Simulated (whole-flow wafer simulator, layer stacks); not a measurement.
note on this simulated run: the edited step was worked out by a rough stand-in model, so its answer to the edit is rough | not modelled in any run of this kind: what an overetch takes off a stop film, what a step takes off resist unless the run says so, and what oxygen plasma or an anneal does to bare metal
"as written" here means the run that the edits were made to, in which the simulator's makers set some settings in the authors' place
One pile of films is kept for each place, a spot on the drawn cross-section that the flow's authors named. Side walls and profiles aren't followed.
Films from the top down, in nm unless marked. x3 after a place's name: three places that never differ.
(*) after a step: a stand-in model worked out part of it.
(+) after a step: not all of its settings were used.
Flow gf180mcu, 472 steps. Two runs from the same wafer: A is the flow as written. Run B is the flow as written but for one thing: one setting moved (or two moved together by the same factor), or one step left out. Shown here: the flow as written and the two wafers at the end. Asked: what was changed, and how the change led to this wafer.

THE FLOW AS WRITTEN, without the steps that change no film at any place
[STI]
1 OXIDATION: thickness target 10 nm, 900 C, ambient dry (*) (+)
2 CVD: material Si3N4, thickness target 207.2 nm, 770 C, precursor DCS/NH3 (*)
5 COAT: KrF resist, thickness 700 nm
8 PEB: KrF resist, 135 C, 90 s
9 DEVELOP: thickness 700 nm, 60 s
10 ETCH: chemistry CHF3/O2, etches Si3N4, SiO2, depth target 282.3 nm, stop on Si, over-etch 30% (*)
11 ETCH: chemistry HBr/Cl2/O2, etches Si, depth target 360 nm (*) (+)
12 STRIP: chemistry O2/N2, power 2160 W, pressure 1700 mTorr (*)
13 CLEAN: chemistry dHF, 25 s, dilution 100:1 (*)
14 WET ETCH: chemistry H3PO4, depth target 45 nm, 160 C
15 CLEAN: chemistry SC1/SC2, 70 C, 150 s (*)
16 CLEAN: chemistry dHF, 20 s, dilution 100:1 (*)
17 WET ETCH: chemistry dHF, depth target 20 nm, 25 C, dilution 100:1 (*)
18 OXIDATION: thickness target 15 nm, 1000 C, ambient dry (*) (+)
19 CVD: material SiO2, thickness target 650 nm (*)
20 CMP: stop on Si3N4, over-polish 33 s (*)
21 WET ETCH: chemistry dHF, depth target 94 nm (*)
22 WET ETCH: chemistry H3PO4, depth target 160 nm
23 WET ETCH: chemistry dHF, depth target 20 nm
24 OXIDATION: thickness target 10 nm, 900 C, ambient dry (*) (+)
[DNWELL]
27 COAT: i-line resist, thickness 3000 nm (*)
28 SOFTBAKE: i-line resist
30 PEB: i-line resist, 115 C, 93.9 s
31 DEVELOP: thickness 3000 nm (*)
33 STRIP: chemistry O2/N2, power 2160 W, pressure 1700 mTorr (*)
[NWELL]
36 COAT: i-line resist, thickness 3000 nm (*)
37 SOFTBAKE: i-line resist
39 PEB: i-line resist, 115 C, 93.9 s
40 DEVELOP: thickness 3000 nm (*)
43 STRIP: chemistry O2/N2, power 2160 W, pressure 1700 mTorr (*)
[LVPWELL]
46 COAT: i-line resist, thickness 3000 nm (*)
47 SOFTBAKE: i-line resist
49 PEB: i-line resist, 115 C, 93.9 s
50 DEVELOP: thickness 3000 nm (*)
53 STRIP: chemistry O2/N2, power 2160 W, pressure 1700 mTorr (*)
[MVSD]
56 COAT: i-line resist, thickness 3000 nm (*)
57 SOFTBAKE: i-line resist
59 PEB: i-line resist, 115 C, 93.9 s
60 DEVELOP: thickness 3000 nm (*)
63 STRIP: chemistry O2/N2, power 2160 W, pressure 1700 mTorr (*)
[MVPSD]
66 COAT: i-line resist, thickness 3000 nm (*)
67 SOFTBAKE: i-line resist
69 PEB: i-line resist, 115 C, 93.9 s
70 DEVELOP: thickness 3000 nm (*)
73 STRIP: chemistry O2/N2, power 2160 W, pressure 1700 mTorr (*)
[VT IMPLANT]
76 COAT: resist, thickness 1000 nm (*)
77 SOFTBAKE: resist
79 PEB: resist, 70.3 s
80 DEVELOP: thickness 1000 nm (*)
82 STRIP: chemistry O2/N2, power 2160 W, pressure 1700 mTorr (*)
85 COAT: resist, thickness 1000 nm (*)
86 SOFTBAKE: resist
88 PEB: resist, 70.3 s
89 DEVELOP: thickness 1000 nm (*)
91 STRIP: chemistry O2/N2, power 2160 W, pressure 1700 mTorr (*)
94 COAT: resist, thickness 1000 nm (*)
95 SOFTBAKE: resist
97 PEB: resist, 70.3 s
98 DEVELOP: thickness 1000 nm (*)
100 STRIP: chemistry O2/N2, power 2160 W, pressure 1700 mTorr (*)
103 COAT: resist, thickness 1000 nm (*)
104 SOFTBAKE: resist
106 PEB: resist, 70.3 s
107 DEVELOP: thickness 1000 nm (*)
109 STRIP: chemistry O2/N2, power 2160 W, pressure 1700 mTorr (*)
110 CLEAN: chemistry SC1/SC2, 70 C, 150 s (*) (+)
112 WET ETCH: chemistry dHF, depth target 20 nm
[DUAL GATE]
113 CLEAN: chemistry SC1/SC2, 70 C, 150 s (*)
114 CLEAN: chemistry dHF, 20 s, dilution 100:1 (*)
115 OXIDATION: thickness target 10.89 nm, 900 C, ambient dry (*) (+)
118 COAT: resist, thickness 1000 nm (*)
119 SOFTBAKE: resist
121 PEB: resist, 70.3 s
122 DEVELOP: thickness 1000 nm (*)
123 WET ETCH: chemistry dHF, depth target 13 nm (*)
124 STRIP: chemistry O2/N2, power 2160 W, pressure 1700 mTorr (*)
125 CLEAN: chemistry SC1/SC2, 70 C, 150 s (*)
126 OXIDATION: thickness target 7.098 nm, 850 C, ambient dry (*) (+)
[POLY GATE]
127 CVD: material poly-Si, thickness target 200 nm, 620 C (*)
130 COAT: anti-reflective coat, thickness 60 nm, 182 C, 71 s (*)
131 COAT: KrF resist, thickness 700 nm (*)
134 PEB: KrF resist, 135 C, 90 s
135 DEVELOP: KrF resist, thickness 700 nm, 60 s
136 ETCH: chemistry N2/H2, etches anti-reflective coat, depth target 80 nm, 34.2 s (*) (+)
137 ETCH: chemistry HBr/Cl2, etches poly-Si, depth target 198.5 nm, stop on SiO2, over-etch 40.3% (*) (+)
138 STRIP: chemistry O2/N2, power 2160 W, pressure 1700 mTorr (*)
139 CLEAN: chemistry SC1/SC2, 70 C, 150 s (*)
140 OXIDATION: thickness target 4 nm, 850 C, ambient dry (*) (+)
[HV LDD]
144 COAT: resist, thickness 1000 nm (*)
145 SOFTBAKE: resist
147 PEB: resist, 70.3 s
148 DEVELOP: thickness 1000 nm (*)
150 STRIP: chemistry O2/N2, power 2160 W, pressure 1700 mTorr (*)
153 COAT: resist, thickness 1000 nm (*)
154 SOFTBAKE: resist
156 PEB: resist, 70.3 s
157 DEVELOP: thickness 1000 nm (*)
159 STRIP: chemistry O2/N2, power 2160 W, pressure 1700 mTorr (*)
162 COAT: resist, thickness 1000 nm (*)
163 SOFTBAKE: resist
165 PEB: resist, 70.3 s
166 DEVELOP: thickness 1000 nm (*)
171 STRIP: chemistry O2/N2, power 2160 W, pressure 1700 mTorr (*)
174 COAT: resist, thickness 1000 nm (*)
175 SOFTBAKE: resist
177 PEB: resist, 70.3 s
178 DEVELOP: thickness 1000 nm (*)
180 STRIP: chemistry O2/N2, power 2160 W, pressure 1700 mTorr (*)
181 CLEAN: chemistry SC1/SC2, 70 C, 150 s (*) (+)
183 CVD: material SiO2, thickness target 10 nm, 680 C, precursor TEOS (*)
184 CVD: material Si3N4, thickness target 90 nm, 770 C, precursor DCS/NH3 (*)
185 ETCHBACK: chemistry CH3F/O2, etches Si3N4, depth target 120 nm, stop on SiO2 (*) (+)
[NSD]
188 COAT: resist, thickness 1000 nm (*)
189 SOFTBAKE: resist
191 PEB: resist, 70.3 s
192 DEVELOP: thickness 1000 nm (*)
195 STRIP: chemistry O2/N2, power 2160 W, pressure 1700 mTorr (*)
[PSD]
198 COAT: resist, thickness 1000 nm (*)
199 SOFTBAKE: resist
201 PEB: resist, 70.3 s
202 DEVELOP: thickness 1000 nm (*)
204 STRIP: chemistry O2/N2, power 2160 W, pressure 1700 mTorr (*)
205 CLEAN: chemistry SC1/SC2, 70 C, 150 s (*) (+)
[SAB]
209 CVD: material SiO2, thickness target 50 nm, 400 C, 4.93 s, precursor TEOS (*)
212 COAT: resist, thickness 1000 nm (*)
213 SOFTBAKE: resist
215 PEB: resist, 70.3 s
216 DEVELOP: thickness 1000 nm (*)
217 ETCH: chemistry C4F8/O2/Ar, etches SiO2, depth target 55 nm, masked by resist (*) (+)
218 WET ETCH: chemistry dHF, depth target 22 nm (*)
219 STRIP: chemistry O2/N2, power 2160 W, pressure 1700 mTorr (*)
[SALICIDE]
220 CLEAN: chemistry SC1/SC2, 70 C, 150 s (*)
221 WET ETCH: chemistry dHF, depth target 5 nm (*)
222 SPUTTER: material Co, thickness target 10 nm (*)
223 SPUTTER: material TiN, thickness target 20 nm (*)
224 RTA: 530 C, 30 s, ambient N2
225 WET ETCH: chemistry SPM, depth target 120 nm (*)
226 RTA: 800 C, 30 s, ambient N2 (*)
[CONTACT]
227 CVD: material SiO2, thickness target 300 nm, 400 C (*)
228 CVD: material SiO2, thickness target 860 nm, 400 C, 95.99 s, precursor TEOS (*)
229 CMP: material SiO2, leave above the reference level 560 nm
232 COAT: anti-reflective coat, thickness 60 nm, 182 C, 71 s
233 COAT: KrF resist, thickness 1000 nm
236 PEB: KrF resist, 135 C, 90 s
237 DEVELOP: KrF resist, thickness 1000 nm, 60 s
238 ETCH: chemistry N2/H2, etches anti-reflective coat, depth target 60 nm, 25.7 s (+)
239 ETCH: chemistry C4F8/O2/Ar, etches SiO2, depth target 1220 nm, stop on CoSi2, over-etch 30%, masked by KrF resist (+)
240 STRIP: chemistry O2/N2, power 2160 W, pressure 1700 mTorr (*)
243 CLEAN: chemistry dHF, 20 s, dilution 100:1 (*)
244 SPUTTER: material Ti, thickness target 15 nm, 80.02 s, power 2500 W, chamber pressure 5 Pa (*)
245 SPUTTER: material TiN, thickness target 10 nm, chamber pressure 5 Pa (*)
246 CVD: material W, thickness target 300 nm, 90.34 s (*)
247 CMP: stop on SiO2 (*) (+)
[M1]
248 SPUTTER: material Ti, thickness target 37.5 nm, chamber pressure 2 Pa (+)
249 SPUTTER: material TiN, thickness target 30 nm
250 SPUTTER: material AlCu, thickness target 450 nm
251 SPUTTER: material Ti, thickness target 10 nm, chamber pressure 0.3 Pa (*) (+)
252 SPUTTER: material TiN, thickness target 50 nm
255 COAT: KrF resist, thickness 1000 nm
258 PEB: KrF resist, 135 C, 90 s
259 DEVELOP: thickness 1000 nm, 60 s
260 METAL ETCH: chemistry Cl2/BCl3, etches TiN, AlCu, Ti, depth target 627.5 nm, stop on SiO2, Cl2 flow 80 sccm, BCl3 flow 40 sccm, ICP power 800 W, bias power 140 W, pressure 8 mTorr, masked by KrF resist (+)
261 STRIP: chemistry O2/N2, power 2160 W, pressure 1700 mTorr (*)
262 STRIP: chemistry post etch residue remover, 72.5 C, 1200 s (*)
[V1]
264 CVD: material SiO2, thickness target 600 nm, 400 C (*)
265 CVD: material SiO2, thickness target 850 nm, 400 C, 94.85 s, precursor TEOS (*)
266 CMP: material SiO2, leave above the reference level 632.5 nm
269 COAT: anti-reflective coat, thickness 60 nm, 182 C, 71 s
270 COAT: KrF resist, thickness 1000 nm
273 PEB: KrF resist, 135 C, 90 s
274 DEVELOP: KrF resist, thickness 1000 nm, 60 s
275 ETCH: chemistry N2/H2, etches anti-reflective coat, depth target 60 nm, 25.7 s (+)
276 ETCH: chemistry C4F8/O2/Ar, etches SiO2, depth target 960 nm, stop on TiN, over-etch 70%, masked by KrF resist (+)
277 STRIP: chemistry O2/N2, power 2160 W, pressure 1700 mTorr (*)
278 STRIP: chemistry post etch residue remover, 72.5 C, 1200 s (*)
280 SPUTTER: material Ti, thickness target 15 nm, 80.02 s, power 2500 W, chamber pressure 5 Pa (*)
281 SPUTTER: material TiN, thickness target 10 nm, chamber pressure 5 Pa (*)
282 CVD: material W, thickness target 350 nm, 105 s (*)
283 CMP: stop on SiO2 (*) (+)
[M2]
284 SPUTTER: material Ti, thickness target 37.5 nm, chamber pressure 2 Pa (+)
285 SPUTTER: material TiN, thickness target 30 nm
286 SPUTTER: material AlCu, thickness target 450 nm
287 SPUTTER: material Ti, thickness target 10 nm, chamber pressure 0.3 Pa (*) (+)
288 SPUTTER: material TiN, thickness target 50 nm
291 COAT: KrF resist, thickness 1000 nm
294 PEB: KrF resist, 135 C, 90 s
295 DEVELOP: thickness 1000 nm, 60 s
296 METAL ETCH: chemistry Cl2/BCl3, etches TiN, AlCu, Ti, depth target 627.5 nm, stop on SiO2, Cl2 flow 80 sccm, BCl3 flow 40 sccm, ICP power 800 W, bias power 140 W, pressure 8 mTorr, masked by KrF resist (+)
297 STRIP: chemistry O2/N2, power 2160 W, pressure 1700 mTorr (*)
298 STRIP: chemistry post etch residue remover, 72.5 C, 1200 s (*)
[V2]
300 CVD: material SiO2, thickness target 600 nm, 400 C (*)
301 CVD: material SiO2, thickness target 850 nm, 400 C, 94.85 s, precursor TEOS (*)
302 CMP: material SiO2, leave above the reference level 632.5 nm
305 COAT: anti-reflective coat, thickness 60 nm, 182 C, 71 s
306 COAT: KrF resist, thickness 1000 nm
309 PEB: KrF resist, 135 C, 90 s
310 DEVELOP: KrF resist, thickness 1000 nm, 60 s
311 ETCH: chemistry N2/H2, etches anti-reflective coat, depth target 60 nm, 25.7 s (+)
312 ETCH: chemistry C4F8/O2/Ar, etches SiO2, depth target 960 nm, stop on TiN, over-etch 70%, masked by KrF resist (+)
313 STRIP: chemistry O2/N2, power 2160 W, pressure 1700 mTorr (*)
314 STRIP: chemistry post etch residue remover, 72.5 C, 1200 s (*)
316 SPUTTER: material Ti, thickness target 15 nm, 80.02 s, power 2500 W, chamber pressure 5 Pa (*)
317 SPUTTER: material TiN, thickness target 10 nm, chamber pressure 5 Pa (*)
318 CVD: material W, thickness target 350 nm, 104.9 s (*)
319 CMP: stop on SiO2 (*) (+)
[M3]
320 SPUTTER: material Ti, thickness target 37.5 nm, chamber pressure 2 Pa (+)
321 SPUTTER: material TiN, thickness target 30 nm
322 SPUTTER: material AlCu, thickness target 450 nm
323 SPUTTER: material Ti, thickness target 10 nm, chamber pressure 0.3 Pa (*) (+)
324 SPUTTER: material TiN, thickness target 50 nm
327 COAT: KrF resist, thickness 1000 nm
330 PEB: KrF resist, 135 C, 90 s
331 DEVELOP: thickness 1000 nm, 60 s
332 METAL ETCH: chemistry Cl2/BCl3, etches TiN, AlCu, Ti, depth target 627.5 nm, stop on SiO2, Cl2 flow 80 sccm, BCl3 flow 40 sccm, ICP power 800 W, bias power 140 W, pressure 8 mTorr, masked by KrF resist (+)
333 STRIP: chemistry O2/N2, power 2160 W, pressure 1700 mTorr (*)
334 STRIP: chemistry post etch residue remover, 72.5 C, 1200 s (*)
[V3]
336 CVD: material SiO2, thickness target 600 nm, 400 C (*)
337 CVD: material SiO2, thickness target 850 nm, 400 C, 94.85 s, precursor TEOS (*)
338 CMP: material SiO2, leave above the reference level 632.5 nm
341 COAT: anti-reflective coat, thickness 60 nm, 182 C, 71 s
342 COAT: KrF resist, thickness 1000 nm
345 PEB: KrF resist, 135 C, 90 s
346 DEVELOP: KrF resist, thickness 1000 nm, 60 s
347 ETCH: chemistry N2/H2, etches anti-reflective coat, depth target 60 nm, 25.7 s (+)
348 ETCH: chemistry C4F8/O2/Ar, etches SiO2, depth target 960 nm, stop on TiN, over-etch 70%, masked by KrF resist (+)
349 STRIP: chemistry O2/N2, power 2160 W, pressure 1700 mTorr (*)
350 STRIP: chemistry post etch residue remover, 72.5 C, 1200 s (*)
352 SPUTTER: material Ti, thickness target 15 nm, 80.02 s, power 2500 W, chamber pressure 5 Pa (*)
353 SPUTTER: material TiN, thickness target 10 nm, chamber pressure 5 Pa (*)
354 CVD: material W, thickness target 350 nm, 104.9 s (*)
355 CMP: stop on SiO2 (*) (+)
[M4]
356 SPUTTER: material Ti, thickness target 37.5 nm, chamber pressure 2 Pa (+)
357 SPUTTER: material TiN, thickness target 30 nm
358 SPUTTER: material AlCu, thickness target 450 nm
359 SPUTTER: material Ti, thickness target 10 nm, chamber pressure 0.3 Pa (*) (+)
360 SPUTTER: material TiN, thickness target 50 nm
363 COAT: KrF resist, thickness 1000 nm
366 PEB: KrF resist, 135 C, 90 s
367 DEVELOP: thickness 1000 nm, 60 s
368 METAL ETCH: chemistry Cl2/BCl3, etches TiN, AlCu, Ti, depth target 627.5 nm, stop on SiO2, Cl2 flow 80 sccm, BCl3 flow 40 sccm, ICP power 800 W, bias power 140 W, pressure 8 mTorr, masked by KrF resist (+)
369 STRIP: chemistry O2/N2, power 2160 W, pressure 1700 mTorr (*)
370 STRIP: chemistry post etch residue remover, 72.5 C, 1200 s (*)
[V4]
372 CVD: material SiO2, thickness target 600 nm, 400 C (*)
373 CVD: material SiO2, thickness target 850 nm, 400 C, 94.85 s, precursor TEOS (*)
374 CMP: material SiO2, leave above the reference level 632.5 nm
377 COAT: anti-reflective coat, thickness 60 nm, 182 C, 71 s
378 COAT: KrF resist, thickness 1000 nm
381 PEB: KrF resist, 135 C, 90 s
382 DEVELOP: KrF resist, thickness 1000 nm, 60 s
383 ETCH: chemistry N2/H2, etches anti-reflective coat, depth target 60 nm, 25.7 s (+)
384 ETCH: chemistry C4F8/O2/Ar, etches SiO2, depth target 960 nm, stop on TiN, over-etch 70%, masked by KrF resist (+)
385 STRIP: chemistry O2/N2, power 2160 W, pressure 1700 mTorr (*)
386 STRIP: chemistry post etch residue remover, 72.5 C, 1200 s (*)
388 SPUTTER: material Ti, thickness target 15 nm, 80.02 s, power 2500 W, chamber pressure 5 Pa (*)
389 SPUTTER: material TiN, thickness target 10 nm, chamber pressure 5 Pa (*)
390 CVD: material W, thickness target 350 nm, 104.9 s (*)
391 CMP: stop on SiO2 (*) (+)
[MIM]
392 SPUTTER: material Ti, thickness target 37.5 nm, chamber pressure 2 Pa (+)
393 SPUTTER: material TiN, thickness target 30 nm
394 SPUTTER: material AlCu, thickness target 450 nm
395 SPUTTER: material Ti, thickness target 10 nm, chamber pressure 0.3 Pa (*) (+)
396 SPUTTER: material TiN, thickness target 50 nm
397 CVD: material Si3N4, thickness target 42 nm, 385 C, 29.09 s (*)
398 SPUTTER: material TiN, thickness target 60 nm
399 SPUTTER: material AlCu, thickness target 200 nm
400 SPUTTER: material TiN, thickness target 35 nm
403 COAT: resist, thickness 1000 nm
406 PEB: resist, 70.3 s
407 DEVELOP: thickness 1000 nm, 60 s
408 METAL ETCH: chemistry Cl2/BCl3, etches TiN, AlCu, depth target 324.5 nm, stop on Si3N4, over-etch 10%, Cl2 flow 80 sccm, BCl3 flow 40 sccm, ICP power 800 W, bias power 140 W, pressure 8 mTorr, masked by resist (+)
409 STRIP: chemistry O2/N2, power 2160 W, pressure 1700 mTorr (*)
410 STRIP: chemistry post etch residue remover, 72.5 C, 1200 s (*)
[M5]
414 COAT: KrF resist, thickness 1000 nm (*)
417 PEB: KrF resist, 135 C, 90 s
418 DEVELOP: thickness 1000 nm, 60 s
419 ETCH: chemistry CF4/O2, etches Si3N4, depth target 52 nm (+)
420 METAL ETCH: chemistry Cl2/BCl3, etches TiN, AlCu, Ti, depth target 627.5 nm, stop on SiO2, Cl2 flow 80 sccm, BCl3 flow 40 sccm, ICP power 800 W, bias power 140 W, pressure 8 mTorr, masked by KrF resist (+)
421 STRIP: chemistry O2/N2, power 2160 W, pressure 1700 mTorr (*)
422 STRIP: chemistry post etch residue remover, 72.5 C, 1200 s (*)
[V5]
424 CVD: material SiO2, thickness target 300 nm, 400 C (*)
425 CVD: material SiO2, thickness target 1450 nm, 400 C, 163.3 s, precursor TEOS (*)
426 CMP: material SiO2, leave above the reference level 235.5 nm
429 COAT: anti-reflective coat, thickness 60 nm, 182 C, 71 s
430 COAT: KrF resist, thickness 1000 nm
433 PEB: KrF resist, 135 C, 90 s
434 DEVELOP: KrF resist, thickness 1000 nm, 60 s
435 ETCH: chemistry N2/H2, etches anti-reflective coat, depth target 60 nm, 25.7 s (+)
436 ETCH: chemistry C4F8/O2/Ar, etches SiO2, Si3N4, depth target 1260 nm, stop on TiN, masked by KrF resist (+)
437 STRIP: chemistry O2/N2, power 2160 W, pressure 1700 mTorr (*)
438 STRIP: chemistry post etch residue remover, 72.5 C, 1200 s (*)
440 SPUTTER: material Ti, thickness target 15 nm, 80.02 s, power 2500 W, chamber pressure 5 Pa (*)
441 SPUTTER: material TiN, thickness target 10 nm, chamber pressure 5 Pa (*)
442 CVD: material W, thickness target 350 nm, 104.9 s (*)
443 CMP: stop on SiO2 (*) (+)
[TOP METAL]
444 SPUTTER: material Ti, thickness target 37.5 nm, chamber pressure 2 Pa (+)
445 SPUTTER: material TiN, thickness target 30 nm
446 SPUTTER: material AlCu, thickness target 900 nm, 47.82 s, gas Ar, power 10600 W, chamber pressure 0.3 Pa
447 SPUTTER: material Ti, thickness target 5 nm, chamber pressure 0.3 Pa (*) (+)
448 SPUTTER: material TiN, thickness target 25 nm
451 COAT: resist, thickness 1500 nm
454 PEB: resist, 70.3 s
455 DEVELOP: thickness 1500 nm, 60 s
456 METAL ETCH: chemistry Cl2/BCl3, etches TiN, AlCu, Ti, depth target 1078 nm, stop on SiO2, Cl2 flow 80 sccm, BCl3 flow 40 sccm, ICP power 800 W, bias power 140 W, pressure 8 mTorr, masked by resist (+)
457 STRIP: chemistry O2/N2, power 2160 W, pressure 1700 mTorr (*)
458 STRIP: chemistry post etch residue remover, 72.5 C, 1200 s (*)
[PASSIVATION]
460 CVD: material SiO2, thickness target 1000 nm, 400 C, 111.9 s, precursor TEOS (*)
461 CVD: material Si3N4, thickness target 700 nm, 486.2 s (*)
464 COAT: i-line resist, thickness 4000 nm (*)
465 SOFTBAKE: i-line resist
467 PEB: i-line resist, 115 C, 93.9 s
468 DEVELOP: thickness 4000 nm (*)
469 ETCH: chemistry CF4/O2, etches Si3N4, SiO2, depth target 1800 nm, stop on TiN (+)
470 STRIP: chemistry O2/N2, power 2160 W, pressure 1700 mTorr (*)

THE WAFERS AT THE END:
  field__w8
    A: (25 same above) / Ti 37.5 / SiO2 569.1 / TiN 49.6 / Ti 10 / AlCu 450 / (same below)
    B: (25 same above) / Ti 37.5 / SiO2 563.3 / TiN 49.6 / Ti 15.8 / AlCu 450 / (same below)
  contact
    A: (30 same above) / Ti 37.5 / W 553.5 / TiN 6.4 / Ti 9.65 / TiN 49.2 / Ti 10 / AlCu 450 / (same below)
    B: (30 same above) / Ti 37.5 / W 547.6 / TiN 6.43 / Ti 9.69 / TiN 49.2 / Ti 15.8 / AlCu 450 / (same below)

The cause: step 287, SPUTTER: thickness target 15.8 nm was run, where the flow has thickness target 10 nm.
It can be read off the wafer: field__w8 has Ti 15.8, and step 287 as written asks for 10 nm.

How the change led to this, step by step:
  287 SPUTTER: material Ti, thickness target 10 nm, chamber pressure 0.3 Pa (*) (+)
      field, field__w1, field__w2 and 108 more: A Ti +10 (new film) | B Ti +15.8 (new film)
  296 METAL ETCH: chemistry Cl2/BCl3, etches TiN, AlCu, Ti, depth target 627.5 nm, stop on SiO2, Cl2 flow 80 sccm, BCl3 flow 40 sccm, ICP power 800 W, bias power 140 W, pressure 8 mTorr, masked by KrF resist (+)
      field, field__w1, field__w2 and 103 more: A TiN -50 (all of it), Ti -10 (all of it), AlCu -450 (all of it), TiN -30 (all of it), Ti -37.5 (all of it) | B TiN -50 (all of it), Ti -15.8 (all of it), AlCu -450 (all of it), TiN -30 (all of it), Ti -37.5 (all of it)
